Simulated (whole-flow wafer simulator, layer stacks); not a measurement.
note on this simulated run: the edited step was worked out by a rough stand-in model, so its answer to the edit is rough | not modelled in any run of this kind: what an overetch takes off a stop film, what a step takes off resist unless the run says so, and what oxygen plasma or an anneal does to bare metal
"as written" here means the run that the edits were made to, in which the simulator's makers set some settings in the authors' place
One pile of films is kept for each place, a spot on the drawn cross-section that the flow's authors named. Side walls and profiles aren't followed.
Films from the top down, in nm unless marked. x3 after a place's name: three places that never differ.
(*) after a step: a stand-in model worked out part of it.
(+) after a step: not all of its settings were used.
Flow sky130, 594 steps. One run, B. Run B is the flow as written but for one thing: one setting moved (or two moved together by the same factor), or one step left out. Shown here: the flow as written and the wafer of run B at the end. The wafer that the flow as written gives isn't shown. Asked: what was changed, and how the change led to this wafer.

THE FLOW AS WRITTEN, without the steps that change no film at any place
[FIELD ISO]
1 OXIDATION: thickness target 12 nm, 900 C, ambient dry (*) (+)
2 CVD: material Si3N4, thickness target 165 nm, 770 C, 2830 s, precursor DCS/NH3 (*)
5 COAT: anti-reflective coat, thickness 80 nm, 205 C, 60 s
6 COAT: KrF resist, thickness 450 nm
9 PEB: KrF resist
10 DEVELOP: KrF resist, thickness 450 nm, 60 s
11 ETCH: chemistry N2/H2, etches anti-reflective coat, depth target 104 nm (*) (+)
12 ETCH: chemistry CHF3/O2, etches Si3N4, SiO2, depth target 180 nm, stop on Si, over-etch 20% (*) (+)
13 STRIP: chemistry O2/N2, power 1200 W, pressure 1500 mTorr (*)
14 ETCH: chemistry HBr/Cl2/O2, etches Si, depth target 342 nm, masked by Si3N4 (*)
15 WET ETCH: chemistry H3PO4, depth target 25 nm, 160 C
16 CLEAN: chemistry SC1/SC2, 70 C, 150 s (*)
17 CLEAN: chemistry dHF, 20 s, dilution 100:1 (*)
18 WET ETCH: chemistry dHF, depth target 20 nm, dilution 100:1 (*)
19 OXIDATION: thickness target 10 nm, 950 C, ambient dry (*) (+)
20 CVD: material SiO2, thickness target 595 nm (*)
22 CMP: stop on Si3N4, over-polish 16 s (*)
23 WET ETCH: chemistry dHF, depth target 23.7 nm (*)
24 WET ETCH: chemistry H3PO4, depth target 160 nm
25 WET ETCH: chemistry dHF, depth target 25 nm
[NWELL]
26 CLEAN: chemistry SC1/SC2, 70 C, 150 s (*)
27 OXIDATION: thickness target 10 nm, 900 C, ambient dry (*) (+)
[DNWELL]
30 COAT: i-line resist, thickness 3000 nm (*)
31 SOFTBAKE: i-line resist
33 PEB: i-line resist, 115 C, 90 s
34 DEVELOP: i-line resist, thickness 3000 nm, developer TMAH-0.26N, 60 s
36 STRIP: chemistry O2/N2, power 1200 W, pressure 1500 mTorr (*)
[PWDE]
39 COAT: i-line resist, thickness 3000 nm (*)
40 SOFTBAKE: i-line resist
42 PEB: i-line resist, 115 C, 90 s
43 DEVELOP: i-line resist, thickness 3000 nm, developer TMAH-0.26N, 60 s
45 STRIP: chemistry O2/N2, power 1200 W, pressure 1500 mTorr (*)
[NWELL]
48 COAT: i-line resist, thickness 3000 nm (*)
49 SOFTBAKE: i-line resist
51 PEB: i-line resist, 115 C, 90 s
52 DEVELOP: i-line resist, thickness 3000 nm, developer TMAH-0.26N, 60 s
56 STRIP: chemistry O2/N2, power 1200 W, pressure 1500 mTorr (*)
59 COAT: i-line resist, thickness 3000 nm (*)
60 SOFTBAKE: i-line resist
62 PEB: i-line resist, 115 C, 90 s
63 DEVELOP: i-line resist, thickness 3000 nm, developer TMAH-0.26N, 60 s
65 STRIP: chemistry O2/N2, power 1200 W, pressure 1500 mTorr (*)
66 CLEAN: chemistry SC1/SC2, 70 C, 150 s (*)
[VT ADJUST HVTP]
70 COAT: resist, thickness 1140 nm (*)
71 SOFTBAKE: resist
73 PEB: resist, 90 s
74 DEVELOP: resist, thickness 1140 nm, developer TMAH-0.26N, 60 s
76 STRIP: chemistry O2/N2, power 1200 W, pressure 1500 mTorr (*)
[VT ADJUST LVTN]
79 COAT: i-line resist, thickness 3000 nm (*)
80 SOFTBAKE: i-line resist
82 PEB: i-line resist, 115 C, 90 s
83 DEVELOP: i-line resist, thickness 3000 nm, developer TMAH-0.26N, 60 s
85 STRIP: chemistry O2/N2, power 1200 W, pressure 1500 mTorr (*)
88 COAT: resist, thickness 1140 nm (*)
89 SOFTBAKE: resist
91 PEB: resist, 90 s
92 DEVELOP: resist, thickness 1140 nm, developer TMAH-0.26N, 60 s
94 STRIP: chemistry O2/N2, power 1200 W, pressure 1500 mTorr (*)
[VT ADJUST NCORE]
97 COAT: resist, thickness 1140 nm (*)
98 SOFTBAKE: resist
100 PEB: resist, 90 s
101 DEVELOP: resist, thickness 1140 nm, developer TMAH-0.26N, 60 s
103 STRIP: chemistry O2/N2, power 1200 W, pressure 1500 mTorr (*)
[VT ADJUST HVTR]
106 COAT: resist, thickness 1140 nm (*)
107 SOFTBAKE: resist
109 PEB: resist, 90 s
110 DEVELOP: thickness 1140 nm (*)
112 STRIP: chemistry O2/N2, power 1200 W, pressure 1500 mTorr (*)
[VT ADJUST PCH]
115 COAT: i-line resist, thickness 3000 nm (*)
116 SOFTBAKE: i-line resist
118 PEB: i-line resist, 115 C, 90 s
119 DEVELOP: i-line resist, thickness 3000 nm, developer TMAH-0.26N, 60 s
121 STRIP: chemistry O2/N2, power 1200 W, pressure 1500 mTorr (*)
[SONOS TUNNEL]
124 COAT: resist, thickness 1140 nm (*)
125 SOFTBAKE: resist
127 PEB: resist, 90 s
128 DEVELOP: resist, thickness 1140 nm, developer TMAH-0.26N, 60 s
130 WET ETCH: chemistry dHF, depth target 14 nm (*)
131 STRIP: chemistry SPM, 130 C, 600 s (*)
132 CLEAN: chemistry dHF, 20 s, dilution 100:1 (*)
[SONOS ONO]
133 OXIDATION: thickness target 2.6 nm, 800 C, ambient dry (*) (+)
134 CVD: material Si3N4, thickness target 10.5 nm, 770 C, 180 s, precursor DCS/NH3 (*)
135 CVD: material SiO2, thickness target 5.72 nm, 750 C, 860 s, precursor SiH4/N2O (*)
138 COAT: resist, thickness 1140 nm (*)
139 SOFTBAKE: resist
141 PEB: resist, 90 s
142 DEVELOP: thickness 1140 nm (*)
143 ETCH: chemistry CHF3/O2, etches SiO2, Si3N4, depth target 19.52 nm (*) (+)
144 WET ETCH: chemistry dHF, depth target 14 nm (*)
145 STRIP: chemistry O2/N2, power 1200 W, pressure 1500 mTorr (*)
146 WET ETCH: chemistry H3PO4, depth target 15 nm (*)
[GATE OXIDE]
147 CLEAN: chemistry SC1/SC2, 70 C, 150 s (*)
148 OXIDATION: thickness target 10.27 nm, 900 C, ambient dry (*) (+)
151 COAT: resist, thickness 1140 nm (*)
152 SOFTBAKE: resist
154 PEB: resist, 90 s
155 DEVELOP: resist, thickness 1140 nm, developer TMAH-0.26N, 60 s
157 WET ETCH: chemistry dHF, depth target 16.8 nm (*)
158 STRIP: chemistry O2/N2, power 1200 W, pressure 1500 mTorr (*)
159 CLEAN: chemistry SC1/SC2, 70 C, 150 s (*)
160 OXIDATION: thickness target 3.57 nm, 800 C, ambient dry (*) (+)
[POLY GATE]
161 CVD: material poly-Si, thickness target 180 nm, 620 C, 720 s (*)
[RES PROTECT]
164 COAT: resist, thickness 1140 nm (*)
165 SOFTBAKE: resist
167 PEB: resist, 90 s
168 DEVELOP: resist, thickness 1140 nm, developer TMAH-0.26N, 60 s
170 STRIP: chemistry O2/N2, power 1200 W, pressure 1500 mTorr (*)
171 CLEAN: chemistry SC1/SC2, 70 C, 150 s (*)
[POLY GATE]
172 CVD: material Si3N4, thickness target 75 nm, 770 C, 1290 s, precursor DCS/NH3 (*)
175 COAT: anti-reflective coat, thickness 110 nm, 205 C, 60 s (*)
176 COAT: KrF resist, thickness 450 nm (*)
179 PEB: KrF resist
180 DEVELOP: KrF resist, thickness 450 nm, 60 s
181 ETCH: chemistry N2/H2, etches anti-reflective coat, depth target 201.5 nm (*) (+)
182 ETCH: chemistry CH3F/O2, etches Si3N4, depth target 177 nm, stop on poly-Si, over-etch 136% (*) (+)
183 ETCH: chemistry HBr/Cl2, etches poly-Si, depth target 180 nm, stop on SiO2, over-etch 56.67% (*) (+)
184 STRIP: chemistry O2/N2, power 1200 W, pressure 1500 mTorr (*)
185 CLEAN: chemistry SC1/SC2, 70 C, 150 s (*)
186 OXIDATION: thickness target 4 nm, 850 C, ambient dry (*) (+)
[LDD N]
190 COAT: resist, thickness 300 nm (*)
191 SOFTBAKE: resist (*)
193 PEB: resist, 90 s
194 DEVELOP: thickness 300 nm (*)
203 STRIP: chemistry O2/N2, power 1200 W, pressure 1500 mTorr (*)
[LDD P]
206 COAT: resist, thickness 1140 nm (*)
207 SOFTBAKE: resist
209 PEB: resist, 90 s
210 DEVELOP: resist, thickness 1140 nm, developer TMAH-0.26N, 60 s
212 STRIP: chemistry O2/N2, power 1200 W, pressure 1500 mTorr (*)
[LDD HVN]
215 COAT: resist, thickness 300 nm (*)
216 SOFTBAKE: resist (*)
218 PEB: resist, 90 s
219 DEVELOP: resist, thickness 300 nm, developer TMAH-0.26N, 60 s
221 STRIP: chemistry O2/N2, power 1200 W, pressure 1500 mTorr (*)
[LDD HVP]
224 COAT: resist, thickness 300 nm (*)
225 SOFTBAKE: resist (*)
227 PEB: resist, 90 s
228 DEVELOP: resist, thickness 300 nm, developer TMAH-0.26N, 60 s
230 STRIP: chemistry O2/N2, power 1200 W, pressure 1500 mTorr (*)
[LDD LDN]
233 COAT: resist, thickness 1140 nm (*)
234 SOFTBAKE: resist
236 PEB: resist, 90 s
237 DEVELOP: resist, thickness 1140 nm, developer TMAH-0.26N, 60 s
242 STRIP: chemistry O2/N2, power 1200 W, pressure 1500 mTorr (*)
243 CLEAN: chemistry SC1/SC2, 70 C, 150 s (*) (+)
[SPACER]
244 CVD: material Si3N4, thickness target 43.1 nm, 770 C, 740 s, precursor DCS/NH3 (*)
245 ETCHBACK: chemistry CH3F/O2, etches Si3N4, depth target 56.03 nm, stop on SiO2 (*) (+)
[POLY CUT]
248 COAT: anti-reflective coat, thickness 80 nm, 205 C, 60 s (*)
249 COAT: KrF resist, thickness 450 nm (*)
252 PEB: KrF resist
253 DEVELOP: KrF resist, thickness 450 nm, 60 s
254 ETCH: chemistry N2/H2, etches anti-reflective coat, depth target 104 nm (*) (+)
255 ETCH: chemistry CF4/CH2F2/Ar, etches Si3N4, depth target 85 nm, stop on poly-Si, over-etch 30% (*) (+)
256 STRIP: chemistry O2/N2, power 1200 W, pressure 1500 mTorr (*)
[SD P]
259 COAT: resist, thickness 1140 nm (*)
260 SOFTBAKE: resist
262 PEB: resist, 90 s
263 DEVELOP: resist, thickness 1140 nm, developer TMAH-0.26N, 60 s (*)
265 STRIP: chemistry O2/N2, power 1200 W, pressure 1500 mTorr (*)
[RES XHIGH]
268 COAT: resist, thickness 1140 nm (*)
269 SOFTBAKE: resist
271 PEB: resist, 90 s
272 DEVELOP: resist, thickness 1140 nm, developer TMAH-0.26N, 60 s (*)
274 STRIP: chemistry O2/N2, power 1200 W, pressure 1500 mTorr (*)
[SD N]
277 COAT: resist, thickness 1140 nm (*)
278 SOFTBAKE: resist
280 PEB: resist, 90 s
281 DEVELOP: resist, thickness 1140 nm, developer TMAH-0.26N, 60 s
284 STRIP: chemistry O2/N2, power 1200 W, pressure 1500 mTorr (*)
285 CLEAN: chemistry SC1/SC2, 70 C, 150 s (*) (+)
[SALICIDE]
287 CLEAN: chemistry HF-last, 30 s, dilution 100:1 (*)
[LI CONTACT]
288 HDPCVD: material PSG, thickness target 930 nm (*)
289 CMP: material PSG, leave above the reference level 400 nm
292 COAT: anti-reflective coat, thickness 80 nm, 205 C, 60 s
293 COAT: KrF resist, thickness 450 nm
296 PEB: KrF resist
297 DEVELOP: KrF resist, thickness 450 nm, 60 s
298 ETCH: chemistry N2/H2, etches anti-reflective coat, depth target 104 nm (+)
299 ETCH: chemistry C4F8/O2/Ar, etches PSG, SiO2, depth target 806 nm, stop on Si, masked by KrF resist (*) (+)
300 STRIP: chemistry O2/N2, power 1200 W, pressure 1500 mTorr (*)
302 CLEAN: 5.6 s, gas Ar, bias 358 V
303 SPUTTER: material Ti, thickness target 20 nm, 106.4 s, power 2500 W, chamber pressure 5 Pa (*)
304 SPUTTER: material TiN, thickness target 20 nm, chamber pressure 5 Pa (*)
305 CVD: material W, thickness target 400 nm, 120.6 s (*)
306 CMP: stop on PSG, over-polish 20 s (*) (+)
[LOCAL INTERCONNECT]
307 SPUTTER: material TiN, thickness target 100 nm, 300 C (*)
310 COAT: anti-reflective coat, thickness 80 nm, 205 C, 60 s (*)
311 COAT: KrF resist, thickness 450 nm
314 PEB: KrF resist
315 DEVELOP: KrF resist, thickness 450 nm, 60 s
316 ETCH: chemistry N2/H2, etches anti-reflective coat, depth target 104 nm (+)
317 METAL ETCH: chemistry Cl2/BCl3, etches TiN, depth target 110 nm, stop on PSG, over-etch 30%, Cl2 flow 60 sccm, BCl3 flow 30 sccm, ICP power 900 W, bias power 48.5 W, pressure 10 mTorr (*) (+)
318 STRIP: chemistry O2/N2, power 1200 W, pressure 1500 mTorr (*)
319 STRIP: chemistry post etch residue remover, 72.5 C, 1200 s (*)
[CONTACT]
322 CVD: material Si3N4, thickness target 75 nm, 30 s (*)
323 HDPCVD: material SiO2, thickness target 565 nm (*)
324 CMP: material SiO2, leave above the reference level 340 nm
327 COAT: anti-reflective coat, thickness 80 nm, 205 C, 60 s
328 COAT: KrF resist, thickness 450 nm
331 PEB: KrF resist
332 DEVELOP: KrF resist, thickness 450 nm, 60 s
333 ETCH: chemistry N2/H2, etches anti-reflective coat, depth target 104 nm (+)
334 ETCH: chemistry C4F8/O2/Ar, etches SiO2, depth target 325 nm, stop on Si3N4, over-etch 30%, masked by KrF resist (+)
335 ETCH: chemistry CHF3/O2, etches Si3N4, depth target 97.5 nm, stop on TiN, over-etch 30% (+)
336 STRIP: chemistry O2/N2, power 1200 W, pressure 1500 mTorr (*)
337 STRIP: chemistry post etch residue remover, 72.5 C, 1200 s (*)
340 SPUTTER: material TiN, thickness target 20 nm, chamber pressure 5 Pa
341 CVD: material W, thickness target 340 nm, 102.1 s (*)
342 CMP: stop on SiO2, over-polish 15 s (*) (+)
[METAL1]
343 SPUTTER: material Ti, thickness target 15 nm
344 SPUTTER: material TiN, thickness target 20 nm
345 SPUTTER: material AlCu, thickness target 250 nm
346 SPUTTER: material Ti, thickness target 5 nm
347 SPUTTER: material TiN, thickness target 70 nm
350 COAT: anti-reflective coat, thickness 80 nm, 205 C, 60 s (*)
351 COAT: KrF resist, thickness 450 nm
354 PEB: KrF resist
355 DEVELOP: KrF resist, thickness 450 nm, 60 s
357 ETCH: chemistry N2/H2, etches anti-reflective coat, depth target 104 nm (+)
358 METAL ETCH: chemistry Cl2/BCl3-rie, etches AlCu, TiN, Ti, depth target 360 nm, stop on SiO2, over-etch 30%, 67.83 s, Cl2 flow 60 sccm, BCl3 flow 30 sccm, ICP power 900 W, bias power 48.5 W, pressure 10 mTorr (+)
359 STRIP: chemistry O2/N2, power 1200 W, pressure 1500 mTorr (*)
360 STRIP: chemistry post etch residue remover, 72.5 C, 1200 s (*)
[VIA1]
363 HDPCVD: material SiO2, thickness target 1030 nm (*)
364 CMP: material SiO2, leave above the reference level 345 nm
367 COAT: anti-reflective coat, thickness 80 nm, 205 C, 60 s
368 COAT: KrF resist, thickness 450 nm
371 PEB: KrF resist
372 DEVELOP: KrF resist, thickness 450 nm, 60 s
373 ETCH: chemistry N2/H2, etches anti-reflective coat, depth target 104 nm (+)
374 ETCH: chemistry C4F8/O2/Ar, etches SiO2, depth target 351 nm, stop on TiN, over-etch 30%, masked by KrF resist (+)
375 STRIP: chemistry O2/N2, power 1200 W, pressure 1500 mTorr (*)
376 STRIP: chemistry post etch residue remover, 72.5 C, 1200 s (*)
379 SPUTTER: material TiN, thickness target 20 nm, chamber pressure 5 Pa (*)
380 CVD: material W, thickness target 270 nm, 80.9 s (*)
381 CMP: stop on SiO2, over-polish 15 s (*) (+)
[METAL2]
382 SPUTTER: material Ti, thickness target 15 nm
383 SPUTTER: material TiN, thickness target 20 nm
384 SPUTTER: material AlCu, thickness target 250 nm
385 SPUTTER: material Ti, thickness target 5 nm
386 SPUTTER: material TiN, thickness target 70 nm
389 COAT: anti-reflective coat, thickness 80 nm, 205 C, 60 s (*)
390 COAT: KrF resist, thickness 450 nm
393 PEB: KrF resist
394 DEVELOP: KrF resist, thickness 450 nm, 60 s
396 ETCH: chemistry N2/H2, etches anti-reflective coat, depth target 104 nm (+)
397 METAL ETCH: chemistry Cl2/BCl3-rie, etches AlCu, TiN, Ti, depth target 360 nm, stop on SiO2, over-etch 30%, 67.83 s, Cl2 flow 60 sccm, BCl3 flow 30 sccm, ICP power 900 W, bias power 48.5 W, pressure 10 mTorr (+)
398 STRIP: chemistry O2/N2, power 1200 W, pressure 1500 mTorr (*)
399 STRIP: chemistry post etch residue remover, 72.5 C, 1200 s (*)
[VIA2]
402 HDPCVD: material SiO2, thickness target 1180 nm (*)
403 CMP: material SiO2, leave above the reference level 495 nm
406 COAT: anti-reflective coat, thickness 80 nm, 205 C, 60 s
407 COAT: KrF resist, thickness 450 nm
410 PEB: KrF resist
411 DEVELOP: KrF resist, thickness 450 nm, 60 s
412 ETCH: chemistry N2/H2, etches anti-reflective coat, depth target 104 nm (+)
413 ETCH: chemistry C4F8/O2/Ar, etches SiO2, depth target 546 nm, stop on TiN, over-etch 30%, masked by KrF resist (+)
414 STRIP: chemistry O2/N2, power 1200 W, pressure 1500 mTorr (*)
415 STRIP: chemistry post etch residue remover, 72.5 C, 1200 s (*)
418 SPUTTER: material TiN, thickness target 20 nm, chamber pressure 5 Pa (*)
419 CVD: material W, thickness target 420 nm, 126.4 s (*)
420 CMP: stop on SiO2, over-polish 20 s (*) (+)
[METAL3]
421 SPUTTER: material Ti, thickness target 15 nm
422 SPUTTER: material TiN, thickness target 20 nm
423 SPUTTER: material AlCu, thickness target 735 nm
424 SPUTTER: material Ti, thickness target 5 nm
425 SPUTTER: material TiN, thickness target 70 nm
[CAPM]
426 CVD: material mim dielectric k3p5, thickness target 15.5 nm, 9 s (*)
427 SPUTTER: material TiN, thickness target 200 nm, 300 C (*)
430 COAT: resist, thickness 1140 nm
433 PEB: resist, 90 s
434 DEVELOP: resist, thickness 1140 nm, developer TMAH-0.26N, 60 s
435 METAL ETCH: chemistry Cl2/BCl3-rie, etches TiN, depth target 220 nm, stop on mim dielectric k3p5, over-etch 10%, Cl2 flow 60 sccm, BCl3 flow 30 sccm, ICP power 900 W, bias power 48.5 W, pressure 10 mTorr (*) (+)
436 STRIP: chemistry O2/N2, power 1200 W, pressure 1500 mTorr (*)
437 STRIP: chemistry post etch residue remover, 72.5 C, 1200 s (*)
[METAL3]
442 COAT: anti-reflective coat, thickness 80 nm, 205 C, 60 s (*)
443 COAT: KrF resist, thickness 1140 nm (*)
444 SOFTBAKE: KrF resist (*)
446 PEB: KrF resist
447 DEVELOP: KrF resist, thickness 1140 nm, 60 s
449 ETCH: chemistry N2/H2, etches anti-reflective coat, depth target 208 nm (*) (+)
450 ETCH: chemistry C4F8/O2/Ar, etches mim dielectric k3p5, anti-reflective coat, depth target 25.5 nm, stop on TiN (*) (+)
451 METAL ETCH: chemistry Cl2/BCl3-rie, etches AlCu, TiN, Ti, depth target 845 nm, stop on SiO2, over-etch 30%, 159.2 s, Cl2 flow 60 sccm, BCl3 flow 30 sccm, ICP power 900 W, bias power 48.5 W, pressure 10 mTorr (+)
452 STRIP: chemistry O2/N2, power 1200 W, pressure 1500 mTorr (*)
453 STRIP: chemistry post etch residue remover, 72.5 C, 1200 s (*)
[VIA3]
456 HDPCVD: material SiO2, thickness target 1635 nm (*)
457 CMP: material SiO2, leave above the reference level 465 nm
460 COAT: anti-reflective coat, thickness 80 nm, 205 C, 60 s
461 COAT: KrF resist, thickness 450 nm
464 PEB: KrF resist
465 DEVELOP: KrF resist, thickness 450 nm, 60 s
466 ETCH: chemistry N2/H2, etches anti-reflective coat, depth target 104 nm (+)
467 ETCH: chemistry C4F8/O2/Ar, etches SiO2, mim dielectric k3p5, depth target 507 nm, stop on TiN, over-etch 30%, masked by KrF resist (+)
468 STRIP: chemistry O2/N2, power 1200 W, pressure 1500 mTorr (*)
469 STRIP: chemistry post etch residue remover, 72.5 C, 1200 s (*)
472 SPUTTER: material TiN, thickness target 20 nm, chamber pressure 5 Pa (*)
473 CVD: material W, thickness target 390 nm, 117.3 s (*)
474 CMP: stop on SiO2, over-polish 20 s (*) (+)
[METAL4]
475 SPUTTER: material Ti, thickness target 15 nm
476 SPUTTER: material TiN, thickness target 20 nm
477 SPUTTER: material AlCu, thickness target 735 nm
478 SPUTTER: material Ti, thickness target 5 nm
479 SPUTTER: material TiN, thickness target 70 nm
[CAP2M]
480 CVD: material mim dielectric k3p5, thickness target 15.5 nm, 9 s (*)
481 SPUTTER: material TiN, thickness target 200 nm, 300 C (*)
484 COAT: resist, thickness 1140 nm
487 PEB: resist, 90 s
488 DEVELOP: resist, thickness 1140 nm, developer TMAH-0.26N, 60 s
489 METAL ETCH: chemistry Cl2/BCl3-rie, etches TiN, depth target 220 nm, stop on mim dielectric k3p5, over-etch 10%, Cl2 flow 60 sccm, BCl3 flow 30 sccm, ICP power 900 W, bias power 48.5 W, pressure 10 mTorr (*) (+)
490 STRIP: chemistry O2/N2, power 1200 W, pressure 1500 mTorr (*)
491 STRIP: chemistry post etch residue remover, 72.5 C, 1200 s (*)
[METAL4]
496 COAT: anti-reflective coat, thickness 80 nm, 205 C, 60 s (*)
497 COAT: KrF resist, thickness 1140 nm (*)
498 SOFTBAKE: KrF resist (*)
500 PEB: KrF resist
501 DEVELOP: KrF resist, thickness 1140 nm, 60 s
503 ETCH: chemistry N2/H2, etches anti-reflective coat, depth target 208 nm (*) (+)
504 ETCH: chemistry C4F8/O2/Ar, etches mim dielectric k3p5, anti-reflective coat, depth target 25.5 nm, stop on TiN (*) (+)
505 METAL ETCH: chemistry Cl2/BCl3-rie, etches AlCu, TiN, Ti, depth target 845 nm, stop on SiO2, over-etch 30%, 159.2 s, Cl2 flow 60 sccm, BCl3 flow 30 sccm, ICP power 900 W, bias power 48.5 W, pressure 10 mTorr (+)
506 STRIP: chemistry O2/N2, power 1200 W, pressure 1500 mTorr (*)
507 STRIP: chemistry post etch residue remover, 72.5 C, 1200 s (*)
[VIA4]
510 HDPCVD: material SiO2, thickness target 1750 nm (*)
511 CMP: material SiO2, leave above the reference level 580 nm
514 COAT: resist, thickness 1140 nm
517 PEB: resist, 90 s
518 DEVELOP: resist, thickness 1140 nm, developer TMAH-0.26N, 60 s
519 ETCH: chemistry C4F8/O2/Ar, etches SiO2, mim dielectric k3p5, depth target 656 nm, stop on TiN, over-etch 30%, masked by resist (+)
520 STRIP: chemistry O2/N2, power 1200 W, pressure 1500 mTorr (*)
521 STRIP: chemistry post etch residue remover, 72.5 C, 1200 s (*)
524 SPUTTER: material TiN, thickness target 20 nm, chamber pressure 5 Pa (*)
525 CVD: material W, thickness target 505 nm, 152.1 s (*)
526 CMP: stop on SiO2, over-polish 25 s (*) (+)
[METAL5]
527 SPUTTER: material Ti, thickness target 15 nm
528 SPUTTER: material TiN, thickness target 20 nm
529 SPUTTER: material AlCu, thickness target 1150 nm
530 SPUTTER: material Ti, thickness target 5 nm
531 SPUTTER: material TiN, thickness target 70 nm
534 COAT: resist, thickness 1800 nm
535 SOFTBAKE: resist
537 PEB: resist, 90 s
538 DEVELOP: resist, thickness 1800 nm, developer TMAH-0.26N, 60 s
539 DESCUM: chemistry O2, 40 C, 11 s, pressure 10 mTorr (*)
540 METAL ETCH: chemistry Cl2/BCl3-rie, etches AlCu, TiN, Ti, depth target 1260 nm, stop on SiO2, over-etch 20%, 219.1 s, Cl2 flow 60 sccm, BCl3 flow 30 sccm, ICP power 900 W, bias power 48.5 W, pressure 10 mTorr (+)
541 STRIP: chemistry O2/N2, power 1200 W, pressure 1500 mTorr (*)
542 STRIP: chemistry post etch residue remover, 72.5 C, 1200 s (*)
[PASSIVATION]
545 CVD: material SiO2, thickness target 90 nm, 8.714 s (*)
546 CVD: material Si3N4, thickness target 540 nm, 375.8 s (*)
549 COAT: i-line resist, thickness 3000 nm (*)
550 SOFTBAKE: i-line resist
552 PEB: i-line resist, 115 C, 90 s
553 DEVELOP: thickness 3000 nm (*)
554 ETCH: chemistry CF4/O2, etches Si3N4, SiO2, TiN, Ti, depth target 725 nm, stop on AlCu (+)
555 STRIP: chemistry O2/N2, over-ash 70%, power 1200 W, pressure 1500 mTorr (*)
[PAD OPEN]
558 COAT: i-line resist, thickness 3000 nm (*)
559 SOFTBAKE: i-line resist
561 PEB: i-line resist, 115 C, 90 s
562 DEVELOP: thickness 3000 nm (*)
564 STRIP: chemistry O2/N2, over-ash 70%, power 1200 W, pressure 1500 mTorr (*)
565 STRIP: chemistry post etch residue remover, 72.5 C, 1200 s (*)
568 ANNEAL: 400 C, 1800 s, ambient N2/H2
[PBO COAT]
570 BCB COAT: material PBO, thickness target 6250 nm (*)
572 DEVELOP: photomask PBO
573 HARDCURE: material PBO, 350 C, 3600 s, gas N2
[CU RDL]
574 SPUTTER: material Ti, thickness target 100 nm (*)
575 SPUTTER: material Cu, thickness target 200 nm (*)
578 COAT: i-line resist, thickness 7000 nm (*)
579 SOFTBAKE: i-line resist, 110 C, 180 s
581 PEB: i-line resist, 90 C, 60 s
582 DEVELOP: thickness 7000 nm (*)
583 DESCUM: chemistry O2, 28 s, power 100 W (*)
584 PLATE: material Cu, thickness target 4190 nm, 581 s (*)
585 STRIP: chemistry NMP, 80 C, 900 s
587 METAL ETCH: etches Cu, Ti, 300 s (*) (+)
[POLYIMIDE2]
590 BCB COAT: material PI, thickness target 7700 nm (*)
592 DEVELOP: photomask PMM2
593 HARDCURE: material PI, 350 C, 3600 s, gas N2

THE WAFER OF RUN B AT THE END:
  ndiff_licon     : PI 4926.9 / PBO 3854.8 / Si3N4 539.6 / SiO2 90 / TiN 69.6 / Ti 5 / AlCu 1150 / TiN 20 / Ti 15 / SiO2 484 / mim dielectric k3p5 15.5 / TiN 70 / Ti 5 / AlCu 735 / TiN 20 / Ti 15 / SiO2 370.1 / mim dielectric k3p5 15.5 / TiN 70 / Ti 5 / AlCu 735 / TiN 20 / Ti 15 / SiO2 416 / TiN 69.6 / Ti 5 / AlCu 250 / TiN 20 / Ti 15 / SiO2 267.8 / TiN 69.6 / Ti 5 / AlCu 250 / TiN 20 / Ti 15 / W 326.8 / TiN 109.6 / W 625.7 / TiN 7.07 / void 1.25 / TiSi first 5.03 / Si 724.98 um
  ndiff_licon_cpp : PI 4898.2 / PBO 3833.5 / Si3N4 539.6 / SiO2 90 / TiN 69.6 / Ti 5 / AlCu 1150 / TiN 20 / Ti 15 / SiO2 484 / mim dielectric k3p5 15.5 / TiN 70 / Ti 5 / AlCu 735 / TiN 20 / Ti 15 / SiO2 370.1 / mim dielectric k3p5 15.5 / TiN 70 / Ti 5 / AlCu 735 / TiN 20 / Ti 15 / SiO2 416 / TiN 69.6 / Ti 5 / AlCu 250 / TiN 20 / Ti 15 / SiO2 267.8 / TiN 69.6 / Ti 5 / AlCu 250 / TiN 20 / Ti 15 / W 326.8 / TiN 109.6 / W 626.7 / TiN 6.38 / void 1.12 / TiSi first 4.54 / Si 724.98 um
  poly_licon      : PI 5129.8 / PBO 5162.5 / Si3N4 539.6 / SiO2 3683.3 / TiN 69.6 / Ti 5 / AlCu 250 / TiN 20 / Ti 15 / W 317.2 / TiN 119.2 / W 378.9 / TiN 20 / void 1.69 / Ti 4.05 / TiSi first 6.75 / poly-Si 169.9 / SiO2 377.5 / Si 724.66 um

The cause: step 303, SPUTTER: thickness target 8 nm was run, where the flow has thickness target 20 nm.

How the change led to this, step by step:
  303 SPUTTER: material Ti, thickness target 20 nm, 106.4 s, power 2500 W, chamber pressure 5 Pa (*)
      field, active, n_well and 185 more: Ti +8 (new film) (as written it would be: Ti +20 (new film))
      ndiff_licon: Ti +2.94 (new film) (as written it would be: Ti +7.24 (new film))
      (and at 2 more places)
  306 CMP: stop on PSG, over-polish 20 s (*) (+)
      field, active, n_well and 184 more: W -400 (all of it), TiN -20 (all of it), Ti -8 (all of it), PSG -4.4 (as written it would be: W -400 (all of it), TiN -20 (all of it), Ti -20 (all of it), PSG -4.4)
      ndiff_licon, ndiff_licon_cpp, rpo_hd_licon: W -432.9 (as written it would be: W -444.9)
      (and at 1 more place)
  568 ANNEAL: 400 C, 1800 s, ambient N2/H2
      ndiff_licon: under 37 films: void +1.25 (new film), TiSi first +5.03 (new film), Ti -2.94 (all of it), Si -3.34 (as written it would be: under 37 films: void +1.52 (new film), Ti -3.59, TiSi first +6.13 (new film), Si -4.07)
      ndiff_licon_cpp: under 37 films: void +1.12 (new film), TiSi first +4.54 (new film), Ti -2.65 (all of it), Si -3.01 (as written it would be: under 37 films: void +1.52 (new film), Ti -3.59, TiSi first +6.13 (new film), Si -4.07)
Counting metal films that touch as one body, ndiff_licon has 5 bodies (between them, from the top down: SiO2 484 / mim dielectric k3p5 15.5; SiO2 370.1 / mim dielectric k3p5 15.5; SiO2 416; SiO2 267.8); the flow as written gives 6 bodies (between them, from the top down: SiO2 484 / mim dielectric k3p5 15.5; SiO2 370.1 / mim dielectric k3p5 15.5; SiO2 416; SiO2 267.8; void 1.67).
Counting metal films that touch as one body, ndiff_licon_cpp has 5 bodies (between them, from the top down: SiO2 484 / mim dielectric k3p5 15.5; SiO2 370.1 / mim dielectric k3p5 15.5; SiO2 416; SiO2 267.8); the flow as written gives 6 bodies (between them, from the top down: SiO2 484 / mim dielectric k3p5 15.5; SiO2 370.1 / mim dielectric k3p5 15.5; SiO2 416; SiO2 267.8; void 1.67).
